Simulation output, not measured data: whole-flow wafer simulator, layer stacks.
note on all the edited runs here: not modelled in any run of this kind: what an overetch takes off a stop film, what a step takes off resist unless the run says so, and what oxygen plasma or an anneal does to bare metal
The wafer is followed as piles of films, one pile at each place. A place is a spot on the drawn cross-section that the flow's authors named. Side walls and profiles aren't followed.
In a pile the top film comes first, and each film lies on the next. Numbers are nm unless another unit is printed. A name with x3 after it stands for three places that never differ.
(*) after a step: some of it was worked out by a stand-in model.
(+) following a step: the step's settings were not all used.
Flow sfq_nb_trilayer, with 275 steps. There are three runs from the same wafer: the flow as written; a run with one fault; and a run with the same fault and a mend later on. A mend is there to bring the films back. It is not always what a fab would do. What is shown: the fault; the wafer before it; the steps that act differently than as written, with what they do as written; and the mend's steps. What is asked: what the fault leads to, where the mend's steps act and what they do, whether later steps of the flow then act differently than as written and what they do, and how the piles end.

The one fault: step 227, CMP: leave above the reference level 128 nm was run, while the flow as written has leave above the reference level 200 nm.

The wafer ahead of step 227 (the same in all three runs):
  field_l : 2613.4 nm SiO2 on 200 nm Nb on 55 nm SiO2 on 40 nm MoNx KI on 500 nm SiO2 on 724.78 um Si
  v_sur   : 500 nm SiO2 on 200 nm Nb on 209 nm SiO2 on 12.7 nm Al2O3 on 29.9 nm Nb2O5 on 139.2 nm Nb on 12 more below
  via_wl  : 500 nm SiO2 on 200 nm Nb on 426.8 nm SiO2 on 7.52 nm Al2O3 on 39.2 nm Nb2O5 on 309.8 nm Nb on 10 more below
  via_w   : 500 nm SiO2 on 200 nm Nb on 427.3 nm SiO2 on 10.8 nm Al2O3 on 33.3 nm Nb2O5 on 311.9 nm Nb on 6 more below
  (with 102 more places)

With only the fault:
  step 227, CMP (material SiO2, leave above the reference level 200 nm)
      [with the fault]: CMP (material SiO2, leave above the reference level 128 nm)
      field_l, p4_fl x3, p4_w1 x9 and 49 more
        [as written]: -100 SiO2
        [with the fault]: -172 SiO2
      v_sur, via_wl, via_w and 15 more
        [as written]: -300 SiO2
        [with the fault]: -372 SiO2
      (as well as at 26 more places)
  Steps later in the flow that act otherwise than as written (not shown: 3 more steps that differ only slightly, by at most 2% or 0.5 nm, whichever is larger):
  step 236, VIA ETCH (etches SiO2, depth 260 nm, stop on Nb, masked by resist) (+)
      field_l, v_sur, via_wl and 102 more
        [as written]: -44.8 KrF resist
        [with the fault]: -33.1 KrF resist
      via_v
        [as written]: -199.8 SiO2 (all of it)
        [with the fault]: -127.8 SiO2 (all of it)
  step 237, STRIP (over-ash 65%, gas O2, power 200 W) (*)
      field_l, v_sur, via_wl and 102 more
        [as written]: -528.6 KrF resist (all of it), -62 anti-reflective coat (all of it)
        [with the fault]: -540.4 KrF resist (all of it), -62 anti-reflective coat (all of it)
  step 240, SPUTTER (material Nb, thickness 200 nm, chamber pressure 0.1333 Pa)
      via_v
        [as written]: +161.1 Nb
        [with the fault]: +178.7 Nb
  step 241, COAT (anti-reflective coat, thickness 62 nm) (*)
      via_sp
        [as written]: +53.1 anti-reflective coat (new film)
        [with the fault]: +54.4 anti-reflective coat (new film)
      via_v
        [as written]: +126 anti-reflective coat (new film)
        [with the fault]: +108.8 anti-reflective coat (new film)
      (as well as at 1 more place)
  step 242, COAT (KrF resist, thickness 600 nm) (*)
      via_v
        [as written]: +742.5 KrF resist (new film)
        [with the fault]: +682.1 KrF resist (new film)
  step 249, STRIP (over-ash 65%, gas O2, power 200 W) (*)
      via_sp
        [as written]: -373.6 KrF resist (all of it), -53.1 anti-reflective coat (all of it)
        [with the fault]: -378.7 KrF resist (all of it), -54.4 anti-reflective coat (all of it)
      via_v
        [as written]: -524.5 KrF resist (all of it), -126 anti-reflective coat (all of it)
        [with the fault]: -464.3 KrF resist (all of it), -108.8 anti-reflective coat (all of it)
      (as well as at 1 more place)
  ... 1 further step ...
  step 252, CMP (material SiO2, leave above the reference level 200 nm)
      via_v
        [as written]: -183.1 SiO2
        [with the fault]: -157.1 SiO2
  At field_l, v_sur, via_wl and 103 more, the piles at the end differ from the flow's by more than 2% or 0.5 nm, whichever is larger.
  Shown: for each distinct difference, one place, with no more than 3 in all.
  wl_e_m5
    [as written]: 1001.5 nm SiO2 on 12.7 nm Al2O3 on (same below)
    [with the fault]: 929.5 nm SiO2 on 12.7 nm Al2O3 on (same below)
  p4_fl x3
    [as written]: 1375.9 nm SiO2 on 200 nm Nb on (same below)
    [with the fault]: 1303.9 nm SiO2 on 200 nm Nb on (same below)
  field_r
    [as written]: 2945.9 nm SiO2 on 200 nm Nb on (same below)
    [with the fault]: 2873.9 nm SiO2 on 200 nm Nb on (same below)

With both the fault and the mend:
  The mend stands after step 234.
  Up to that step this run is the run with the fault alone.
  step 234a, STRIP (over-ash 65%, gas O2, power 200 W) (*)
      field_l, v_sur, via_wl and 102 more
        -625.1 KrF resist (all of it), -62 anti-reflective coat (all of it)
      via_v
        -62 anti-reflective coat (all of it)
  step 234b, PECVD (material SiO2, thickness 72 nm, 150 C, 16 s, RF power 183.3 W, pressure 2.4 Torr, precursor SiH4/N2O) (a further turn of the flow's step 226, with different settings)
      field_l, v_sur, via_wl and 103 more
        +72 SiO2
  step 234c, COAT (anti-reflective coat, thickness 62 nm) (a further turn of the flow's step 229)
      field_l, v_sur, via_wl and 103 more
        +62 anti-reflective coat (new film)
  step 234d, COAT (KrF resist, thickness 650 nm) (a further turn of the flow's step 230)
      field_l, v_sur, via_wl and 103 more
        +650 KrF resist (new film)
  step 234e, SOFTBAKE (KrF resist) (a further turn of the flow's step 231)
      alters no film at any place that is followed
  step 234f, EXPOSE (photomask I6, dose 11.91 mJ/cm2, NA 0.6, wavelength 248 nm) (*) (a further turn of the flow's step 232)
      alters no film at any place that is followed
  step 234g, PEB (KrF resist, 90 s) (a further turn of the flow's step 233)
      field_l, v_sur, via_wl and 103 more
        -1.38 KrF resist
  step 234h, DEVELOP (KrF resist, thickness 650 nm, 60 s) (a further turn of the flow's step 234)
      field_l, v_sur, via_wl and 102 more
        -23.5 KrF resist
      via_v
        -648.6 KrF resist (all of it)
  None of the later steps of the flow acts differently than as written at any place that is followed.
  The piles end the same as the flow's at every place that both follow.
